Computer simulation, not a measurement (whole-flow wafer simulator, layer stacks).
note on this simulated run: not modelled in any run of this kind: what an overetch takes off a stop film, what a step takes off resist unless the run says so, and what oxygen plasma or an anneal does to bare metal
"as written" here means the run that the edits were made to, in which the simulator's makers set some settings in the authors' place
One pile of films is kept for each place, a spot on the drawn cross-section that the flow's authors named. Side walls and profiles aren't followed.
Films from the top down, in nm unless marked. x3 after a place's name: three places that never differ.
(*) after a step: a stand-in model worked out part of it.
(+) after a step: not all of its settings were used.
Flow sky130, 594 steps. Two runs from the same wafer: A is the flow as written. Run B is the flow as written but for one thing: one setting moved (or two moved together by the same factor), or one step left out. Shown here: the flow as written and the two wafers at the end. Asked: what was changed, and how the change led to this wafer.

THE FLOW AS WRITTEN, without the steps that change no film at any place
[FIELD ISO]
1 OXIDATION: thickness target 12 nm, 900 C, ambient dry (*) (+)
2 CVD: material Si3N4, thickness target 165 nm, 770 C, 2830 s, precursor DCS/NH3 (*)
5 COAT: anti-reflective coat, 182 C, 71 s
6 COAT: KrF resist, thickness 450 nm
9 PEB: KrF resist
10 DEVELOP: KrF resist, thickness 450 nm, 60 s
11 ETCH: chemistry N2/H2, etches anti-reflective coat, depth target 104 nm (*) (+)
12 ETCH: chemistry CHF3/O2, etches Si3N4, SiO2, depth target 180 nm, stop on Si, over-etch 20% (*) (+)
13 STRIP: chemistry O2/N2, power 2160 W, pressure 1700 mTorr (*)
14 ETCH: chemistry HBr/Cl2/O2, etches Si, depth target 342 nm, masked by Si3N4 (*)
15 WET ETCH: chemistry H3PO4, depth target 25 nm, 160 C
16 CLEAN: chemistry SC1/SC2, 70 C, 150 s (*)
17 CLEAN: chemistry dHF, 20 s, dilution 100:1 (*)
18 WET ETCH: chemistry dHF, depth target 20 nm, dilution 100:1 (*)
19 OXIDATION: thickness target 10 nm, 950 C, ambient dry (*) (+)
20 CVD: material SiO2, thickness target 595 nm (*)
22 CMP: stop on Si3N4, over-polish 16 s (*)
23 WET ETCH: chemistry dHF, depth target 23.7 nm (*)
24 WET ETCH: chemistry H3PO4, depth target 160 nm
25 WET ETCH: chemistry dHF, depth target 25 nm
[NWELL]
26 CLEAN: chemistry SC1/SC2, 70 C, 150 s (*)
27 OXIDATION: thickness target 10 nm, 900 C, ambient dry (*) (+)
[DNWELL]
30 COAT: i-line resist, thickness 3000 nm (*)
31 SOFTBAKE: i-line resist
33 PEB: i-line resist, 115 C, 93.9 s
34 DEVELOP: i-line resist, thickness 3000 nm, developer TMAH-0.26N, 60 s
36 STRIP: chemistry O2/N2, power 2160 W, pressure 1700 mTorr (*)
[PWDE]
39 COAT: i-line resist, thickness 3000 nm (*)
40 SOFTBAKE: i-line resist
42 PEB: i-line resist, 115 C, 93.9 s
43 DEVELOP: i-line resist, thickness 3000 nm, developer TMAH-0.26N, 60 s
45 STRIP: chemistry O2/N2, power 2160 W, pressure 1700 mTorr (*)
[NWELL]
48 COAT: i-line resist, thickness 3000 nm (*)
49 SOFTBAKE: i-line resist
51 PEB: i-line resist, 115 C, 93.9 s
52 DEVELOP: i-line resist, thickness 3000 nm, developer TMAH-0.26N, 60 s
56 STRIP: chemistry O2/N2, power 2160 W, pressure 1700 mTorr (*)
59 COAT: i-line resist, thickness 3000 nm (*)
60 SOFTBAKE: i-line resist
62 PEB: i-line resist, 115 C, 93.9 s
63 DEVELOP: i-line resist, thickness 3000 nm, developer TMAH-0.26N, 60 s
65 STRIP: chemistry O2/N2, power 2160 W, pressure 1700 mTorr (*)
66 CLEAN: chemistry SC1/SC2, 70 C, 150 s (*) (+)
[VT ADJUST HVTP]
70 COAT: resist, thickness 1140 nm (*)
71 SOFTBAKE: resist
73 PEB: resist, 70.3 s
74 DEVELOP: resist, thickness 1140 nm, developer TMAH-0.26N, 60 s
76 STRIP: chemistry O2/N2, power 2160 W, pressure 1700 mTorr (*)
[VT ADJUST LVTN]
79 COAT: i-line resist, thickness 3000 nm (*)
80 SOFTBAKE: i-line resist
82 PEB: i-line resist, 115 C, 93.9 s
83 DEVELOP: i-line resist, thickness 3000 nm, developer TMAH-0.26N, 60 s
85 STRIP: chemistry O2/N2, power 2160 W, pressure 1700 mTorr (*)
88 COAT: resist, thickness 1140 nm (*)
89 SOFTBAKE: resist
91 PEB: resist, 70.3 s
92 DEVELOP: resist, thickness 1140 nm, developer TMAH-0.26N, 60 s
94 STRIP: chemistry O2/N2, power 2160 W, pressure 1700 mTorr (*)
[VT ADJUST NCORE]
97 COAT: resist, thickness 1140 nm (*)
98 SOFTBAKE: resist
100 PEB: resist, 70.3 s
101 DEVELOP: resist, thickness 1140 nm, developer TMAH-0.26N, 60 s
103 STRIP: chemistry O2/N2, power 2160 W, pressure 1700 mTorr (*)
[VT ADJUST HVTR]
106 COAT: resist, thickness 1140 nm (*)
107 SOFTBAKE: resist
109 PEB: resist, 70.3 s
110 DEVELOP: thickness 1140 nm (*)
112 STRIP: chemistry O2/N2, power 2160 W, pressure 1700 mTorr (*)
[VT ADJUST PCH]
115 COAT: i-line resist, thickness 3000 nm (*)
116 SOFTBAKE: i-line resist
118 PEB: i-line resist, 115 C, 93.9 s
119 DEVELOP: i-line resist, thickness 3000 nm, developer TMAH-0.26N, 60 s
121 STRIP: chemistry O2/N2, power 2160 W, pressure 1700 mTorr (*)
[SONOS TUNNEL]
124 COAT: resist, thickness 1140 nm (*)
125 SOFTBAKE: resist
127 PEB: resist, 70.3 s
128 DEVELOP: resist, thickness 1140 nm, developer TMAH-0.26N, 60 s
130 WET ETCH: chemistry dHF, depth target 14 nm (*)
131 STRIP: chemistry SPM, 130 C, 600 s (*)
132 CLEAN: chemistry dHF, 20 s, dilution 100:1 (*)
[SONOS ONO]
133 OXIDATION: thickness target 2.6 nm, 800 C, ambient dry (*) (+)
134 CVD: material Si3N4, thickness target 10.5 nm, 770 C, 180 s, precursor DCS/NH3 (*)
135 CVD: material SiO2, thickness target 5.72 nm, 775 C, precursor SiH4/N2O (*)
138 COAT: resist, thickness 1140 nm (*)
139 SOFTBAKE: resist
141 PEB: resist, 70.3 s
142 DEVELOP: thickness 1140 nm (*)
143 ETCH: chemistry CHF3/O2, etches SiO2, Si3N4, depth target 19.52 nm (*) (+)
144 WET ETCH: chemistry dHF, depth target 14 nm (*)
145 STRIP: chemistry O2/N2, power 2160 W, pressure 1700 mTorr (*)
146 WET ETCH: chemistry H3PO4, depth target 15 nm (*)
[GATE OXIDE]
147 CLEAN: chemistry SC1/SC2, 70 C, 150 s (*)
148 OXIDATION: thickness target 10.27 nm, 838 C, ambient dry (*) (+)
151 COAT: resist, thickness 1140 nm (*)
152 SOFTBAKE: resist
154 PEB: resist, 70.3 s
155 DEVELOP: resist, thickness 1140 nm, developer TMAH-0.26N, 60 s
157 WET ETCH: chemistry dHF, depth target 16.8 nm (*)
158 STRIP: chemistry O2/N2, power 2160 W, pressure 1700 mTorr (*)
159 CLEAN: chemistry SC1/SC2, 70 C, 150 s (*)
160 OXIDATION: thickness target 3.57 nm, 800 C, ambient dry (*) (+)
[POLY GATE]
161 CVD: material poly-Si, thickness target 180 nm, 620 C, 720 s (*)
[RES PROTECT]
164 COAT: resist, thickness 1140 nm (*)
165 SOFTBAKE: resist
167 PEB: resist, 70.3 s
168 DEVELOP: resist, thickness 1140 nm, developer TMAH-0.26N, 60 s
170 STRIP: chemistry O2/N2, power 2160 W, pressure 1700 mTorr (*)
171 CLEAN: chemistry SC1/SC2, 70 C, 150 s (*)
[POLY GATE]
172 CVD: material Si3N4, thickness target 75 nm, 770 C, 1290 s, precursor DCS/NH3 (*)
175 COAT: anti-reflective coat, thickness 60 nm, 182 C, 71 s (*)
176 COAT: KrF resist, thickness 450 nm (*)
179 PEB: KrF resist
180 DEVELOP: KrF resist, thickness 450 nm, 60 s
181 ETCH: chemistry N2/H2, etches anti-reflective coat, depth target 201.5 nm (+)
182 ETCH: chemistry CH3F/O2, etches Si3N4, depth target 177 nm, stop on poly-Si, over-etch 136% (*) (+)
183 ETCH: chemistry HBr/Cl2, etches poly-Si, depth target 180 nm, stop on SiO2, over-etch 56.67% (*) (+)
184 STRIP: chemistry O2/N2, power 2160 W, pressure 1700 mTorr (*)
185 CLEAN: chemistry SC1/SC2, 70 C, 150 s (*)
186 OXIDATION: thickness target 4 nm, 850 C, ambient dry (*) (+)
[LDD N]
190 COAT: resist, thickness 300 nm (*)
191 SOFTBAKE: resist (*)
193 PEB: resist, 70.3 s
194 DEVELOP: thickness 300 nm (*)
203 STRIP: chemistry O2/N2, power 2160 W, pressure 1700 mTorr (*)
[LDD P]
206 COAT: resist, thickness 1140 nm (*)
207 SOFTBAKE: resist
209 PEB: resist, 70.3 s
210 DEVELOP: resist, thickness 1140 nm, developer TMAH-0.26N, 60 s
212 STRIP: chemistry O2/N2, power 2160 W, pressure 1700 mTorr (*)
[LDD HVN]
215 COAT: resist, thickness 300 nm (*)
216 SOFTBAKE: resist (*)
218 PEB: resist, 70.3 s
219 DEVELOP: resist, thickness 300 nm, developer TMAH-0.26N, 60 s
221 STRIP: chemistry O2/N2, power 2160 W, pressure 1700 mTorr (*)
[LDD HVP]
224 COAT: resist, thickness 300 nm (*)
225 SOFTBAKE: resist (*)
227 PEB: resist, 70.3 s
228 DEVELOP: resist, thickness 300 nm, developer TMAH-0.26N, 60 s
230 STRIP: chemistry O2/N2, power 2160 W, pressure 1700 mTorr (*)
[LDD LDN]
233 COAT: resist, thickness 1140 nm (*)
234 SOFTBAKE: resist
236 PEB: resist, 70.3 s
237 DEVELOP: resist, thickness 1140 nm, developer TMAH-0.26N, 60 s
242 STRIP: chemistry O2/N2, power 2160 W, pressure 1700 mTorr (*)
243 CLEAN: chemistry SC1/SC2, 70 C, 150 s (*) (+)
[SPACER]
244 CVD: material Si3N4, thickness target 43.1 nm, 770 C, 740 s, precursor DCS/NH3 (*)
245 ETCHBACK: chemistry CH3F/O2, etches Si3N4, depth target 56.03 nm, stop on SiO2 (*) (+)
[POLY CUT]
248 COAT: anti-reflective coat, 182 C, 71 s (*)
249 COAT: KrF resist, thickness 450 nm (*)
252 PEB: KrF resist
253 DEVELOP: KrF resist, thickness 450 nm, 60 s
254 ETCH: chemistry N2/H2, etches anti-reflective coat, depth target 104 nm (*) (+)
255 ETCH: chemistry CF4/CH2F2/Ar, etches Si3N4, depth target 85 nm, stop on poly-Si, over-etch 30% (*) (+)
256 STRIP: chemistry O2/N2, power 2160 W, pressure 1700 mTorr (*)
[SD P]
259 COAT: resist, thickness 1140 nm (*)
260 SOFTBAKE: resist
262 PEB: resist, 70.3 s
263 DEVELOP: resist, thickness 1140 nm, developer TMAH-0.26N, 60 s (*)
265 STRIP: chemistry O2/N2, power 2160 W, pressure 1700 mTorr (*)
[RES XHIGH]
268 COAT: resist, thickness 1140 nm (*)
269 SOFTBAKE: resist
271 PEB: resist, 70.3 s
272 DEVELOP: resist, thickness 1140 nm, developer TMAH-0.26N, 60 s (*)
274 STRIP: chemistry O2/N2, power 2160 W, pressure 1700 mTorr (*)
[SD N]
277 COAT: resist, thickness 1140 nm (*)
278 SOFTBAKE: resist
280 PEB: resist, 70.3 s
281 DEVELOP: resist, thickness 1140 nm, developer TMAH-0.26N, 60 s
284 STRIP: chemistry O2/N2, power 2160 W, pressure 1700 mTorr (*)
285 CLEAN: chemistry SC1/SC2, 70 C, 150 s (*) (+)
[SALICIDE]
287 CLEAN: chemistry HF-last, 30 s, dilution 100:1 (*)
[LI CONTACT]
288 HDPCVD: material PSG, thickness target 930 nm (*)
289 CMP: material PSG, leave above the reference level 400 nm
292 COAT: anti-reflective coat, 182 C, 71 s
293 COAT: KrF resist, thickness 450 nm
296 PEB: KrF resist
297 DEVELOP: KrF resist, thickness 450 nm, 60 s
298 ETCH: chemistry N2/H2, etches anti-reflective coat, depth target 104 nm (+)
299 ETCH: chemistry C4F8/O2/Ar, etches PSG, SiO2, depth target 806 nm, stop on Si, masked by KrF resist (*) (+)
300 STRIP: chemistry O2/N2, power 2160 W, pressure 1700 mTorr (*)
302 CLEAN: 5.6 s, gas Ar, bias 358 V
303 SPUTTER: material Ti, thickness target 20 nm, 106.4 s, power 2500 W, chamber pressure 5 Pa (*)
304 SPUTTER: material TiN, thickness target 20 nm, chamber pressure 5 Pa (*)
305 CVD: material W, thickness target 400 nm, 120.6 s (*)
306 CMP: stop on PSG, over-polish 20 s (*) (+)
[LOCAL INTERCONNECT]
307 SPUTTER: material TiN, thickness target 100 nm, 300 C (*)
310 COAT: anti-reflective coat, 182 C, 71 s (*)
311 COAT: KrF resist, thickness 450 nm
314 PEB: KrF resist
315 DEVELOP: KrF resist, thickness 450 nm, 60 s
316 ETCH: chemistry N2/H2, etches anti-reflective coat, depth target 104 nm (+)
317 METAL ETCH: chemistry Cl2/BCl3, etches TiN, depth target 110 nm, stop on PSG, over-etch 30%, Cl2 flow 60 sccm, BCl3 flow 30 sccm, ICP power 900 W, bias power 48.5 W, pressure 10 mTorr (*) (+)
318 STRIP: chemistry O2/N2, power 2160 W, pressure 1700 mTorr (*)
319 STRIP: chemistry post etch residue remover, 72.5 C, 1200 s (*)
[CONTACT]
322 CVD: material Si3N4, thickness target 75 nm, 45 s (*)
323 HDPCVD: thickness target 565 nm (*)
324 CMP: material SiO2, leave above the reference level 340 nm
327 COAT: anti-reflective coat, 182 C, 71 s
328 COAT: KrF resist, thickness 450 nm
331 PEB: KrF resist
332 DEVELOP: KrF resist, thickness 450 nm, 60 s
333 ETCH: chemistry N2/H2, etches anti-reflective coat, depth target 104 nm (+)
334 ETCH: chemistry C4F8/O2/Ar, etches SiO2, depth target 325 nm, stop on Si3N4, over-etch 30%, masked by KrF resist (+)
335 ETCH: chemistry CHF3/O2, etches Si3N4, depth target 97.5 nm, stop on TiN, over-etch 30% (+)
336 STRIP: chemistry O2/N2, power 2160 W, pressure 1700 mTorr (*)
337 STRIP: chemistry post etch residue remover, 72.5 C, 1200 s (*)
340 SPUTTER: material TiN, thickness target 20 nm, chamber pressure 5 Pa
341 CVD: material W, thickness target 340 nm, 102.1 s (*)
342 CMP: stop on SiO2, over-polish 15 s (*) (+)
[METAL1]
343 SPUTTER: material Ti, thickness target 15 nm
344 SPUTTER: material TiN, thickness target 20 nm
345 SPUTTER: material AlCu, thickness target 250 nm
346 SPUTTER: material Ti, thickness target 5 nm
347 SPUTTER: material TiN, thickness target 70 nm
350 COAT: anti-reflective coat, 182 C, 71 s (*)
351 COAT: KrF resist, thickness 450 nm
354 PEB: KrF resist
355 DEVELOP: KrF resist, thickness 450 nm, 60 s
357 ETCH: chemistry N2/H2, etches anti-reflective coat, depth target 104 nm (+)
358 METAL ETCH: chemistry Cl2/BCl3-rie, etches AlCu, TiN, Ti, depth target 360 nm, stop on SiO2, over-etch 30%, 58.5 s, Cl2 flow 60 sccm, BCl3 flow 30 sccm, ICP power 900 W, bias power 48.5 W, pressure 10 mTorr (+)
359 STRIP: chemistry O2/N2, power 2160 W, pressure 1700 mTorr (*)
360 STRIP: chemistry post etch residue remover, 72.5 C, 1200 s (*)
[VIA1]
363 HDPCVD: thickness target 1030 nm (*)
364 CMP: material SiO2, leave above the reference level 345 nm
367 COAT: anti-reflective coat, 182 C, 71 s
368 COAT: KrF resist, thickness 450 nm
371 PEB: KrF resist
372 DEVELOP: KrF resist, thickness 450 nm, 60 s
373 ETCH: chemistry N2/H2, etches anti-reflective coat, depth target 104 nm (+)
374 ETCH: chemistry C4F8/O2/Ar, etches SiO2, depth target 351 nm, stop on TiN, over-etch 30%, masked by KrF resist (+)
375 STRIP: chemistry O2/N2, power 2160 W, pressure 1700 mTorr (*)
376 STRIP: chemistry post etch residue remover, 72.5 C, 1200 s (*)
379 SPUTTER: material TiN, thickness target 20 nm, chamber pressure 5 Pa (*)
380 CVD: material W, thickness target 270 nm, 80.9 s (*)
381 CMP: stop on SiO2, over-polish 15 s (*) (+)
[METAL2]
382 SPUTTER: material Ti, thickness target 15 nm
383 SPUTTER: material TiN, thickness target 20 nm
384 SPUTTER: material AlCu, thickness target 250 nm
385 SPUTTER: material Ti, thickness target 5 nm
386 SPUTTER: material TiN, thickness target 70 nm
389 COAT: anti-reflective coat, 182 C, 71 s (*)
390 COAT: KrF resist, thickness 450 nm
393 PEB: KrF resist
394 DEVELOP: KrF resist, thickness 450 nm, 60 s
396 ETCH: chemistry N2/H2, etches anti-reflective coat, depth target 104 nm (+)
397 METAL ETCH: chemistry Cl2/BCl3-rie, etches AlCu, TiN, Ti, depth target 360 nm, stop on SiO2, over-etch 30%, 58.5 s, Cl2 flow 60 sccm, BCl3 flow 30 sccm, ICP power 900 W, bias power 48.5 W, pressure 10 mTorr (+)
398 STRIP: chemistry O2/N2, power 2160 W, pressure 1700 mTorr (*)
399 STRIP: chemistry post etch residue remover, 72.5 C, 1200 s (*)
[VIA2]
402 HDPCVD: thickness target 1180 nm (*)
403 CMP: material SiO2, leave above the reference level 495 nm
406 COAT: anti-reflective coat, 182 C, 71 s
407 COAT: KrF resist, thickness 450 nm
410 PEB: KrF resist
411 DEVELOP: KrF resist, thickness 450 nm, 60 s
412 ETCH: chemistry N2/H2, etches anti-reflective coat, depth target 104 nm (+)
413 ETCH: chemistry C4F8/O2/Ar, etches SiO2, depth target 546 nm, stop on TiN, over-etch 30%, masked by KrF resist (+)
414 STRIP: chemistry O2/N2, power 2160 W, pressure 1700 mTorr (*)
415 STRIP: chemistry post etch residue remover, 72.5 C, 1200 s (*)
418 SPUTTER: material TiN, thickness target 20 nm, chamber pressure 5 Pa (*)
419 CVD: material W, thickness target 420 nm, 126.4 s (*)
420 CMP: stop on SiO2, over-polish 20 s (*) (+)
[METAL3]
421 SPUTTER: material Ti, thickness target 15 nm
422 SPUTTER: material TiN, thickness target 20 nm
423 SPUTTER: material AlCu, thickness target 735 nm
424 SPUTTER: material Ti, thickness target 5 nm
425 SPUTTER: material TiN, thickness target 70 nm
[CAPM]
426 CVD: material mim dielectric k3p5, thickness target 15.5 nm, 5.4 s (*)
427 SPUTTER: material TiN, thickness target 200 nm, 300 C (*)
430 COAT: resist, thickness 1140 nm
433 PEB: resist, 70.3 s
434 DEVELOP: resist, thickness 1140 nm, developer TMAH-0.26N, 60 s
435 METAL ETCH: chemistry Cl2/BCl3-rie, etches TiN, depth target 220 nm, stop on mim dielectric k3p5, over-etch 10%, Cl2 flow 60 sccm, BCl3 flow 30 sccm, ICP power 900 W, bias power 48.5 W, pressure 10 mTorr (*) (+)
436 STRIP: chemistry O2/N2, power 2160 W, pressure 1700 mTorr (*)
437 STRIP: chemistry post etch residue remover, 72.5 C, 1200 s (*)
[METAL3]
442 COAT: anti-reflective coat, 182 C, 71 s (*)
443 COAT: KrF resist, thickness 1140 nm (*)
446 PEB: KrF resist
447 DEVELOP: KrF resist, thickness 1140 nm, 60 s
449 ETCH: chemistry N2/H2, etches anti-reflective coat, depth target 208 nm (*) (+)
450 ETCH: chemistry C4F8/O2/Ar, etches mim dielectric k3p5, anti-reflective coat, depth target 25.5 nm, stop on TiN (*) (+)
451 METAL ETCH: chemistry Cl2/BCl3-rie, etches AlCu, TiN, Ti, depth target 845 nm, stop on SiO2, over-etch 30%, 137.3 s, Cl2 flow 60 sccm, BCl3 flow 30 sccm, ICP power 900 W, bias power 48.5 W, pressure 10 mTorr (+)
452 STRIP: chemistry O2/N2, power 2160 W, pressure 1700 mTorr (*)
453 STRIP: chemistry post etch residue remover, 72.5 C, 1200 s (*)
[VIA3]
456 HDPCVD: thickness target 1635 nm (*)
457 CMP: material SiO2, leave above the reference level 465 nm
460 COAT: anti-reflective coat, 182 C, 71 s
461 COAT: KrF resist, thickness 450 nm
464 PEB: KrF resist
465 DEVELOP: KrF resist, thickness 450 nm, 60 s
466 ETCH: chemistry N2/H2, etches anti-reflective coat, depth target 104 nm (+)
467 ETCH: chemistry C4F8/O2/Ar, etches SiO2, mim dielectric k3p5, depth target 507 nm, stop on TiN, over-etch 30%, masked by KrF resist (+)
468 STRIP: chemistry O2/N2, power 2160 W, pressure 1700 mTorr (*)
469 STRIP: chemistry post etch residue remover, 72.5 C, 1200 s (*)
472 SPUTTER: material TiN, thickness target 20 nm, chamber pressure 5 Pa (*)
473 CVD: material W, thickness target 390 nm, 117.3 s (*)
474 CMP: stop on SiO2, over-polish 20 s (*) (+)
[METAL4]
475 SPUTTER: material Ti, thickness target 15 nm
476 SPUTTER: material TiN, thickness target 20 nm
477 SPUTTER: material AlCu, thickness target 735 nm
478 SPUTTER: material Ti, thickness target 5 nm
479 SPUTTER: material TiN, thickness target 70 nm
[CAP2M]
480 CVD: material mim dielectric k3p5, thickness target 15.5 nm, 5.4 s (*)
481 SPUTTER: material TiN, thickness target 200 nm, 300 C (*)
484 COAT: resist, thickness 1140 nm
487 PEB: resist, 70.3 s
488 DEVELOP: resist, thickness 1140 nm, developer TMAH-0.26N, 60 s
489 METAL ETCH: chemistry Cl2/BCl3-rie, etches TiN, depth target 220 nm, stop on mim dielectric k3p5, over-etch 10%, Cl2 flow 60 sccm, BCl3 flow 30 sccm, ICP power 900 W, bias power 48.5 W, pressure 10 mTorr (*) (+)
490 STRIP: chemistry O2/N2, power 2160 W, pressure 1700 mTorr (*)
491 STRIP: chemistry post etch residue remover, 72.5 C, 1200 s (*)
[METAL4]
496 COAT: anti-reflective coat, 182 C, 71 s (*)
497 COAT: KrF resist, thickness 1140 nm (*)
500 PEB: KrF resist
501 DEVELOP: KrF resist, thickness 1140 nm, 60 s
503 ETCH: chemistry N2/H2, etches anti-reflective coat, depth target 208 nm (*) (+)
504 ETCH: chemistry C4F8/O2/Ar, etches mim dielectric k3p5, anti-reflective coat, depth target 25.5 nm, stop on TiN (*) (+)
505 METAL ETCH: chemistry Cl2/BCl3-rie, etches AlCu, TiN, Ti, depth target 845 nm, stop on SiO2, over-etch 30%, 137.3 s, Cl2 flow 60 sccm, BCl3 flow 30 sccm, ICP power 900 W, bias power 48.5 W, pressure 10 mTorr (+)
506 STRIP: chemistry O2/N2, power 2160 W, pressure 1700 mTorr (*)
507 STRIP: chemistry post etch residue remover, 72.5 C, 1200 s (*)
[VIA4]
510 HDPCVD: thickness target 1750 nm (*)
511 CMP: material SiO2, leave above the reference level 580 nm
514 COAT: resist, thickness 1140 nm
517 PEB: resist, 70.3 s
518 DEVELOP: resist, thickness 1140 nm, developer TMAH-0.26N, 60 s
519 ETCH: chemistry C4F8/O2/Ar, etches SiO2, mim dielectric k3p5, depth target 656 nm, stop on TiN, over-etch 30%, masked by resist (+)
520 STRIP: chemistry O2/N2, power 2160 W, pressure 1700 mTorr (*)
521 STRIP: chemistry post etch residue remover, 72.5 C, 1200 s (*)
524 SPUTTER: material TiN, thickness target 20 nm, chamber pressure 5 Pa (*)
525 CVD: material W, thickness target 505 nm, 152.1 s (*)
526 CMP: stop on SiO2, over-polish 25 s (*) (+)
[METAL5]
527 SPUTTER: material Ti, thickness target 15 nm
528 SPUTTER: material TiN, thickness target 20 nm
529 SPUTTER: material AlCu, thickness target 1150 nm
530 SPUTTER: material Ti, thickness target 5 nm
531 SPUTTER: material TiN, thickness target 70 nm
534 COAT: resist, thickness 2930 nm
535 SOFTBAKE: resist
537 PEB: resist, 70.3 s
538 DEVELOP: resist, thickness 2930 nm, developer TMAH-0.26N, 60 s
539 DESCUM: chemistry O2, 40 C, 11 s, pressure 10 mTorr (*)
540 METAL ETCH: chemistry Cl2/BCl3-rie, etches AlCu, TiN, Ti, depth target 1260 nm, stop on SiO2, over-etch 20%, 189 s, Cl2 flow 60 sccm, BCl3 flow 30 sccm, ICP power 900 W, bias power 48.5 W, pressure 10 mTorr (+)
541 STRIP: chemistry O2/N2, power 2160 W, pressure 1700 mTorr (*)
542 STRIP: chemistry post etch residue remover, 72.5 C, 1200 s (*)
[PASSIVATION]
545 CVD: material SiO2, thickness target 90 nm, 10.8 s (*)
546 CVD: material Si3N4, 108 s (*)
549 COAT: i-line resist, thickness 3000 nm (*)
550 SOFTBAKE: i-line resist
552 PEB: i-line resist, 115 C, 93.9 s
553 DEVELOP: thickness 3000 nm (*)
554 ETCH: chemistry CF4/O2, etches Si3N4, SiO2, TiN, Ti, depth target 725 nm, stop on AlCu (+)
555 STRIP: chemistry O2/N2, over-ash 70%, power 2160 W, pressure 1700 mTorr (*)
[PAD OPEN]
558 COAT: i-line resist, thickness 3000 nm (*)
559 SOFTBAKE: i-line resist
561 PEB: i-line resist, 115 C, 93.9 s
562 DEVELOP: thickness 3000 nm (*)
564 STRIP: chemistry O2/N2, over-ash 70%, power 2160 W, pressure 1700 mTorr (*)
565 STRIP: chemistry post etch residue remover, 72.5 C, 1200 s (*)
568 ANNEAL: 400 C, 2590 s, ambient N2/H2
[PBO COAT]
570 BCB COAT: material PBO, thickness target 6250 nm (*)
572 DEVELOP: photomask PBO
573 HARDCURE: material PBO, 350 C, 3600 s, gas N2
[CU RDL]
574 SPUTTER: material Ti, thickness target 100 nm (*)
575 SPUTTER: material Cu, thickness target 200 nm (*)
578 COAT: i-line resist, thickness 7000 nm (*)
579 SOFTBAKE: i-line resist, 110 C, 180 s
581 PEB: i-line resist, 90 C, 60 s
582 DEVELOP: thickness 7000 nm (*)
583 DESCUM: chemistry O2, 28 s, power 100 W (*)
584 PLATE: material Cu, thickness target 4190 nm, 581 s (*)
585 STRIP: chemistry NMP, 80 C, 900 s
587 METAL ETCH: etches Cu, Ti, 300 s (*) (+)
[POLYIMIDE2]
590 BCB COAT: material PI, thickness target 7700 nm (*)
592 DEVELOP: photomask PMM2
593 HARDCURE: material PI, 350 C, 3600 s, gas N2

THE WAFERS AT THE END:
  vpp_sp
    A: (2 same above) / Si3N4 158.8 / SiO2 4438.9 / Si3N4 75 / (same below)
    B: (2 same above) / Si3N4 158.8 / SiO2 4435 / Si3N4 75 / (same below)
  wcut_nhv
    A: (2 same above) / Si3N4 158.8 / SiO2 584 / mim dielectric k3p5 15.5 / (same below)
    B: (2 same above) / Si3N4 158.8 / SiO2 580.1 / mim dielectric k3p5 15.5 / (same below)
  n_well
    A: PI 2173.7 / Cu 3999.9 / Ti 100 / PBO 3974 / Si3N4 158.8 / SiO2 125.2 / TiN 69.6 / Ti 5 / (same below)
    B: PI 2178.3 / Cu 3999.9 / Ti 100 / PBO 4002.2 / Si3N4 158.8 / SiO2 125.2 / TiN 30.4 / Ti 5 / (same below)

The cause: step 531, SPUTTER: thickness target 30.8 nm was run, where the flow has thickness target 70 nm.

How the change led to this, step by step:
  531 SPUTTER: material TiN, thickness target 70 nm
      field, active, n_well and 190 more: A TiN +70 (new film) | B TiN +30.8 (new film)
  540 METAL ETCH: chemistry Cl2/BCl3-rie, etches AlCu, TiN, Ti, depth target 1260 nm, stop on SiO2, over-etch 20%, 189 s, Cl2 flow 60 sccm, BCl3 flow 30 sccm, ICP power 900 W, bias power 48.5 W, pressure 10 mTorr (+)
      field, active, gate and 175 more: A TiN -70 (all of it), Ti -5 (all of it), AlCu -1150 (all of it), TiN -20 (all of it), Ti -15 (all of it), SiO2 -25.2 | B TiN -30.8 (all of it), Ti -5 (all of it), AlCu -1150 (all of it), TiN -20 (all of it), Ti -15 (all of it), SiO2 -29.1
  550 SOFTBAKE: i-line resist
      gate_p_lvt, iso_guard_hv_nw: A i-line resist +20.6 | B i-line resist +19.8
      field: A i-line resist -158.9 | B i-line resist -155.5
      (and at 60 more places)
  552 PEB: i-line resist, 115 C, 93.9 s
      n_well, p_well, sd_n, sd_p, pad: A i-line resist -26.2 | B i-line resist -26.8
      ndiff_licon_rim, ndiff_licon: A i-line resist -26.7 | B i-line resist -27.3
      (and at 2 more places)
  554 ETCH: chemistry CF4/O2, etches Si3N4, SiO2, TiN, Ti, depth target 725 nm, stop on AlCu (+)
      field, active, n_well and 189 more: A i-line resist -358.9 | B i-line resist -319.7
      pad: A Si3N4 -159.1 (all of it), SiO2 -125.2 (all of it), TiN -69.6 (all of it), Ti -5 (all of it) | B Si3N4 -159.1 (all of it), SiO2 -125.2 (all of it), TiN -30.4 (all of it), Ti -5 (all of it)
  555 STRIP: chemistry O2/N2, over-ash 70%, power 2160 W, pressure 1700 mTorr (*)
      n_well, p_well, sd_n, sd_p: A i-line resist -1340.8 (all of it) | B i-line resist -1414.4 (all of it)
      m1: A i-line resist -1364.1 (all of it) | B i-line resist -1437 (all of it)
      (and at 8 more places)
  558 COAT: i-line resist, thickness 3000 nm (*)
      n_well, p_well, sd_n, sd_p: A i-line resist +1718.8 (new film) | B i-line resist +1754 (new film)
  559 SOFTBAKE: i-line resist
      gate_p_lvt, iso_guard_hv_nw: A i-line resist +20.6 | B i-line resist +19.8
      gate: A i-line resist -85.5 | B i-line resist -81.7
      (and at 64 more places)
  561 PEB: i-line resist, 115 C, 93.9 s
      n_well, p_well, sd_n, sd_p: A i-line resist -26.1 | B i-line resist -26.7
      ndiff_licon_rim, ndiff_licon: A i-line resist -26.7 | B i-line resist -27.3
      (and at 2 more places)
  564 STRIP: chemistry O2/N2, over-ash 70%, power 2160 W, pressure 1700 mTorr (*)
      n_well, p_well, sd_n, sd_p: A i-line resist -1692.7 (all of it) | B i-line resist -1727.3 (all of it)
  579 SOFTBAKE: i-line resist, 110 C, 180 s
      nw_fld__w1: A i-line resist -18 | B i-line resist -17.4
      m5_stack_ln: A i-line resist -30 | B i-line resist -29
      (and at 2 more places)
